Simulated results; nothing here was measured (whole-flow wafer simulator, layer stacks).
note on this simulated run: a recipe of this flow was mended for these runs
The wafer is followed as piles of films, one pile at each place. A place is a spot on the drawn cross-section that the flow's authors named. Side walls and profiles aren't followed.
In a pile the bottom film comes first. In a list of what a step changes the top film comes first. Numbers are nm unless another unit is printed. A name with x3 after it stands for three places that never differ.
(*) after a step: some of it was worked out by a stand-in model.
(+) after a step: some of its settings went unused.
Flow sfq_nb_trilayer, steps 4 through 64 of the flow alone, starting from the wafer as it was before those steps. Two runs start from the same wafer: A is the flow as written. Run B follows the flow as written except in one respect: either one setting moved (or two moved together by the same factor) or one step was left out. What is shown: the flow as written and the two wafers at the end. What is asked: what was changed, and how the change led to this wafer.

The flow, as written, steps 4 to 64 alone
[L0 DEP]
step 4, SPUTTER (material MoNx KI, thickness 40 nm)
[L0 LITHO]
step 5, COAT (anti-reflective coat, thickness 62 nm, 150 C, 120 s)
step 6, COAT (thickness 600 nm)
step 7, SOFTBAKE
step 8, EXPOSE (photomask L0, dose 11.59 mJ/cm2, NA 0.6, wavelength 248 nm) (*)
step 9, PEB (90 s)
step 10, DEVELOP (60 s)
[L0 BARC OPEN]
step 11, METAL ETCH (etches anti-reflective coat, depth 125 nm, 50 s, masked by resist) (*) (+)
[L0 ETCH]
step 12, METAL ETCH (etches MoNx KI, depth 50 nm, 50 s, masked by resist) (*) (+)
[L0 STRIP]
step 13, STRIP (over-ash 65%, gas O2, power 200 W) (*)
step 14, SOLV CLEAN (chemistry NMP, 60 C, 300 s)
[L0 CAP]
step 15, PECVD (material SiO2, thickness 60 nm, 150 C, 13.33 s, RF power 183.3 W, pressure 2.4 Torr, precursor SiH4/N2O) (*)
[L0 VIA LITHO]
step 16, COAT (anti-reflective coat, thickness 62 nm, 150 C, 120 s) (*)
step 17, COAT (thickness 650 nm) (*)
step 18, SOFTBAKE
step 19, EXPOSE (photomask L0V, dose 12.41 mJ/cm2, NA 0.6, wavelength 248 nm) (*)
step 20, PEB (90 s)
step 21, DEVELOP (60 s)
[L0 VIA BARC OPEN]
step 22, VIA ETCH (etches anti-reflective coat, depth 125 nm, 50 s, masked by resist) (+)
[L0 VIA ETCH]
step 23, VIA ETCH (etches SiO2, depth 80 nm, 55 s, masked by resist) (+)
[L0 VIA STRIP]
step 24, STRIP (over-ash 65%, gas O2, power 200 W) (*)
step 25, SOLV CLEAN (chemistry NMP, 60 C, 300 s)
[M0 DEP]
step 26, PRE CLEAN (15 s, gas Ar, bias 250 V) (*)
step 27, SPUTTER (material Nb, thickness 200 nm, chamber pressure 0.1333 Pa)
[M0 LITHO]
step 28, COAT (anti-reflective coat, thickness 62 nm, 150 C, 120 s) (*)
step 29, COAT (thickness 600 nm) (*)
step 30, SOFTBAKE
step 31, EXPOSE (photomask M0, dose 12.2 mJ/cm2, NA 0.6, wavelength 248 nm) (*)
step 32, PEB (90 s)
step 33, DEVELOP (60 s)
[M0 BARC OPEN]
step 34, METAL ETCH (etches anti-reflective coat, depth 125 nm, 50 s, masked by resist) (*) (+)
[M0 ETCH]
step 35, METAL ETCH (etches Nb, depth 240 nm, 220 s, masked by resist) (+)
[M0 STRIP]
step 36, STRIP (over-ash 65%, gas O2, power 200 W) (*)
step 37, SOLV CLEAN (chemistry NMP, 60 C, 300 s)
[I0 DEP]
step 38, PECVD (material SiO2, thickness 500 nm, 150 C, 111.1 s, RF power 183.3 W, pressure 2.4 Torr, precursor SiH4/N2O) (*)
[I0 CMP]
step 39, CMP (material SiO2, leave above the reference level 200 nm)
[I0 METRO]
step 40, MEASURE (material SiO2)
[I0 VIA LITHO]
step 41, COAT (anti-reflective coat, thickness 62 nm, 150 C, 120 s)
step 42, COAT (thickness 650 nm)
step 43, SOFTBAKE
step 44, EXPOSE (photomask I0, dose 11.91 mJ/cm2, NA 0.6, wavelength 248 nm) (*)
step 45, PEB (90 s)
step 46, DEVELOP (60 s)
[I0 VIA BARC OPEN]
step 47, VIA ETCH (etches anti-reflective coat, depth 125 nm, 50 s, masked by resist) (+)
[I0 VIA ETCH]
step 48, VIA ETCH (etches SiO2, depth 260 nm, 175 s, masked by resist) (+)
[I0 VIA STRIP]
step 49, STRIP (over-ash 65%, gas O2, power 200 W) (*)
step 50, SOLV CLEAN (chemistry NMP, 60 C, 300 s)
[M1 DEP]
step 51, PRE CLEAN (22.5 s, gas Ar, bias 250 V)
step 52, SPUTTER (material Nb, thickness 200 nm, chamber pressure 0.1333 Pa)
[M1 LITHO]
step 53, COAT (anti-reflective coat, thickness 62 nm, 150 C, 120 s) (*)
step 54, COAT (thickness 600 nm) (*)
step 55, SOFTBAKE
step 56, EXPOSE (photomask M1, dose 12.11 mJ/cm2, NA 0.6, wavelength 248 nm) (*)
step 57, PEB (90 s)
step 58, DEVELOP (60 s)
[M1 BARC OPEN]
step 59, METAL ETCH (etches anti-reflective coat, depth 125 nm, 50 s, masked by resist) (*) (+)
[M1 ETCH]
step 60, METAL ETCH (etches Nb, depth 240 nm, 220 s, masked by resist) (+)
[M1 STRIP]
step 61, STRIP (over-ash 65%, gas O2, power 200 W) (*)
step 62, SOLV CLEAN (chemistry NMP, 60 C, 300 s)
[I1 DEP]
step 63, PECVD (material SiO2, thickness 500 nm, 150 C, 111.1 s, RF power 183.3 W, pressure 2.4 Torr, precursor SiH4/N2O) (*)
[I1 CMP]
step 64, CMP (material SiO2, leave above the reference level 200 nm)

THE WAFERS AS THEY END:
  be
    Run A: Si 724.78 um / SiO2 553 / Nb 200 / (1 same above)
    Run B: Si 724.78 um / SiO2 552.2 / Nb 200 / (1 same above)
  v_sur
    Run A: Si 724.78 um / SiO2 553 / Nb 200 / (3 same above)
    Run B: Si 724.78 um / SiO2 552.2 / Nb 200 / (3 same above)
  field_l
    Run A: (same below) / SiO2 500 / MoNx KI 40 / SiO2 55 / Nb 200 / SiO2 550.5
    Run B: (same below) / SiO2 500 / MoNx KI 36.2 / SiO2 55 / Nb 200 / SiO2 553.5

Cause: step 4, SPUTTER: thickness 36.25 nm was run, though the flow has thickness 40 nm.
The wafer lets one read it off: field_l has MoNx KI 36.2, and step 4 as written asks for 40 nm.

The path from the change to this, step by step:
  step 4, SPUTTER (material MoNx KI, thickness 40 nm)
      field_l, v_sur, via_wl and 103 more: A +40 MoNx KI (new film) | B +36.2 MoNx KI (new film)
  step 12, METAL ETCH (etches MoNx KI, depth 50 nm, 50 s, masked by resist) (*) (+)
      v_sur, via_wl, via_w and 97 more: A -40 MoNx KI (all of it), -2 SiO2 | B -36.2 MoNx KI (all of it), -2.75 SiO2
  step 16, COAT (anti-reflective coat, thickness 62 nm, 150 C, 120 s) (*)
      l0_sur: A +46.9 anti-reflective coat (new film) | B +47.9 anti-reflective coat (new film)
      l0r_space_c: A +91 anti-reflective coat (new film) | B +89 anti-reflective coat (new film)
  step 24, STRIP (over-ash 65%, gas O2, power 200 W) (*)
      l0_sur: A -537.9 KrF-resist-other-grade (all of it), -46.9 anti-reflective coat (all of it) | B -538.2 KrF-resist-other-grade (all of it), -47.9 anti-reflective coat (all of it)
      l0r_space_c: A -547.1 KrF-resist-other-grade (all of it), -91 anti-reflective coat (all of it) | B -546.6 KrF-resist-other-grade (all of it), -89 anti-reflective coat (all of it)
  step 28, COAT (anti-reflective coat, thickness 62 nm, 150 C, 120 s) (*)
      l0_sur: A +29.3 anti-reflective coat (new film) | B +30.2 anti-reflective coat (new film)
      l0r_space_c: A +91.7 anti-reflective coat (new film) | B +89.6 anti-reflective coat (new film)
  step 36, STRIP (over-ash 65%, gas O2, power 200 W) (*)
      l0_sur: A -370 KrF-resist-other-grade (all of it), -29.3 anti-reflective coat (all of it) | B -370.3 KrF-resist-other-grade (all of it), -30.2 anti-reflective coat (all of it)
      l0r_space_c: A -369.5 KrF-resist-other-grade (all of it), -91.7 anti-reflective coat (all of it) | B -369.1 KrF-resist-other-grade (all of it), -89.6 anti-reflective coat (all of it)
